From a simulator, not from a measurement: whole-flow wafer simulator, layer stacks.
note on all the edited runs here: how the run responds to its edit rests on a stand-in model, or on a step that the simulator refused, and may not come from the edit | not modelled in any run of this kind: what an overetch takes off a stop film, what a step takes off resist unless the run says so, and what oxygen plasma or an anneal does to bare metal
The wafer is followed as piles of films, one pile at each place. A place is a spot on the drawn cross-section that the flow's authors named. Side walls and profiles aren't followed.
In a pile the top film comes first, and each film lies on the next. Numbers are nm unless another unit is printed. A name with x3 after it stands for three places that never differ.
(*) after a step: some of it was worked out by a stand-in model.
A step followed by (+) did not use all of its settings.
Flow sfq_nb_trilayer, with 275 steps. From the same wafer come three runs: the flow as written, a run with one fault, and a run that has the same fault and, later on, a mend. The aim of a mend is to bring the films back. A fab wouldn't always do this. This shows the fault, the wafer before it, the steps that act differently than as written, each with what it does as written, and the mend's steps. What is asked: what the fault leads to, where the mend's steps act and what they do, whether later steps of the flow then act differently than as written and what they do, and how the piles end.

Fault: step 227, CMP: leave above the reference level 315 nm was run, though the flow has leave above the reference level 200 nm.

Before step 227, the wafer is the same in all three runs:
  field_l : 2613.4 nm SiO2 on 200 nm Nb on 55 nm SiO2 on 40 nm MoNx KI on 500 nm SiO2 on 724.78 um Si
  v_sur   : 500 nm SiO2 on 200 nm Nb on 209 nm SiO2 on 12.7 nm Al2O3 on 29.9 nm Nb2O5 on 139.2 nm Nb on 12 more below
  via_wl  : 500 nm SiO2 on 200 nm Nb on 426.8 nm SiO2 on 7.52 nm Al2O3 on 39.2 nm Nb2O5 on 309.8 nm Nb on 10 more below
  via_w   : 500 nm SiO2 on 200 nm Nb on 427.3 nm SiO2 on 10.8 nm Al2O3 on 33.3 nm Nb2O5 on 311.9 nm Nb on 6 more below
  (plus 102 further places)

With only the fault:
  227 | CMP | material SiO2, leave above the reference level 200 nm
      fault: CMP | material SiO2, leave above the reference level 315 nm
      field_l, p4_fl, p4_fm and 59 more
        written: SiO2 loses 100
        fault: nothing
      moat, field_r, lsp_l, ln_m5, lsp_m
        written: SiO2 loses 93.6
        fault: nothing
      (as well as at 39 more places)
  Later steps of the flow acting differently than as written (6 more steps, not shown, differ only slightly: by at most 2% or 0.5 nm, whichever is larger):
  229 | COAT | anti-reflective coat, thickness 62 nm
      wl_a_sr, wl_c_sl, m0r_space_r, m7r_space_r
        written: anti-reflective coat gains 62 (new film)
        fault: anti-reflective coat gains 64.2 (new film)
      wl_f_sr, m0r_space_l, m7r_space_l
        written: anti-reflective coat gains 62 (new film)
        fault: anti-reflective coat gains 64.1 (new film)
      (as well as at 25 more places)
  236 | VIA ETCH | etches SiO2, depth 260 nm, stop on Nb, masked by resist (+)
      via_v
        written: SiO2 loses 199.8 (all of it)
        fault: SiO2 loses 260
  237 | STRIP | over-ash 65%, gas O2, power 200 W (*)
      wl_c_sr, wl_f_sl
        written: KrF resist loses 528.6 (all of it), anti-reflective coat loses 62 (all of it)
        fault: KrF resist loses 530.5 (all of it), anti-reflective coat loses 64 (all of it)
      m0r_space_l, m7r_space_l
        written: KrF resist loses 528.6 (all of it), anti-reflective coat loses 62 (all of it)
        fault: KrF resist loses 530.8 (all of it), anti-reflective coat loses 64.1 (all of it)
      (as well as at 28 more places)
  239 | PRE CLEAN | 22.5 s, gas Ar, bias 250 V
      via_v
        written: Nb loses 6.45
        fault: SiO2 loses 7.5
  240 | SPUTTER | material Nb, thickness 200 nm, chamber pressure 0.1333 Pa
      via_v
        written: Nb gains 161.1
        fault: Nb gains 146.9 (new film)
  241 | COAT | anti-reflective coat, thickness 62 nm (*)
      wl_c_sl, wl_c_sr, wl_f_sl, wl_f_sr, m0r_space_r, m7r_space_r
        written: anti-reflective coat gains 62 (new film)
        fault: anti-reflective coat gains 63.9 (new film)
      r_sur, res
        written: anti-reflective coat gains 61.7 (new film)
        fault: anti-reflective coat gains 60.4 (new film)
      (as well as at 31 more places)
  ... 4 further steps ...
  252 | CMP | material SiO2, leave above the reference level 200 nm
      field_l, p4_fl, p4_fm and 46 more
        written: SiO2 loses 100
        fault: SiO2 loses 85
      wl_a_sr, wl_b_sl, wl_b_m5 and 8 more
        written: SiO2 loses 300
        fault: SiO2 loses 285
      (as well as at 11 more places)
  At field_l, v_sur, via_wl and 103 more, the piles at the end differ from the flow's by more than 2% or 0.5 nm, whichever is larger.
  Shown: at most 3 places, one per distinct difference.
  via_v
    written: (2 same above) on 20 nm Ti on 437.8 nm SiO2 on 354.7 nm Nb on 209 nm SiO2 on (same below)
    fault: (2 same above) on 20 nm Ti on 513.3 nm SiO2 on 146.9 nm Nb on 47.3 nm SiO2 on 200 nm Nb on 209 nm SiO2 on (same below)
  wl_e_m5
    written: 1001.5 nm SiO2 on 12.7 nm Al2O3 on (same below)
    fault: 1116.5 nm SiO2 on 12.7 nm Al2O3 on (same below)
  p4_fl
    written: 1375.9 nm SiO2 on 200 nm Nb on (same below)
    fault: 1490.9 nm SiO2 on 200 nm Nb on (same below)

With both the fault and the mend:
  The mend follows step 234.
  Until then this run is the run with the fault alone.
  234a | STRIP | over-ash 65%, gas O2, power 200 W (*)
      wire, be, be_sur, gap, jj_sur
        KrF resist loses 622 (all of it), anti-reflective coat loses 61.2 (all of it)
      p4_w1, p3_s3, p3_l4, p3_s4
        KrF resist loses 625.6 (all of it), anti-reflective coat loses 62.1 (all of it)
      m0r_line_l, m0r_line_r, m7r_line_l, m7r_line_r
        KrF resist loses 627.7 (all of it), anti-reflective coat loses 62.5 (all of it)
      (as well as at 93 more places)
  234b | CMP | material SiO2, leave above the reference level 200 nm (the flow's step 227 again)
      field_l, p4_fl, p4_fm and 59 more
        SiO2 loses 100
      v_sur, via_wl, via_w and 33 more
        SiO2 loses 115
      moat, field_r, lsp_l, ln_m5, lsp_m
        SiO2 loses 93.6
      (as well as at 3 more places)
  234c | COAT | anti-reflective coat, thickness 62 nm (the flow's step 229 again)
      field_l, v_sur, via_wl and 103 more
        anti-reflective coat gains 62 (new film)
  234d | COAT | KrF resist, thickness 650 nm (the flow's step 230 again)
      field_l, v_sur, via_wl and 103 more
        KrF resist gains 650 (new film)
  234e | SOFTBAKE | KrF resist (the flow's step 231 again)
      does not change any film at any place that is followed
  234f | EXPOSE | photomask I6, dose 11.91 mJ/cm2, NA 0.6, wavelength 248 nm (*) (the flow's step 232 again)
      does not change any film at any place that is followed
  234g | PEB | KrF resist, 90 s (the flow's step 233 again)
      field_l, v_sur, via_wl and 103 more
        KrF resist loses 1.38
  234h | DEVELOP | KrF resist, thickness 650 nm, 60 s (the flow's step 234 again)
      field_l, v_sur, via_wl and 102 more
        KrF resist loses 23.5
      via_v
        KrF resist loses 648.6 (all of it)
  None of the later steps of the flow acts differently than as written at any place that is followed.
  The piles end the same as the flow's at every place that both follow.
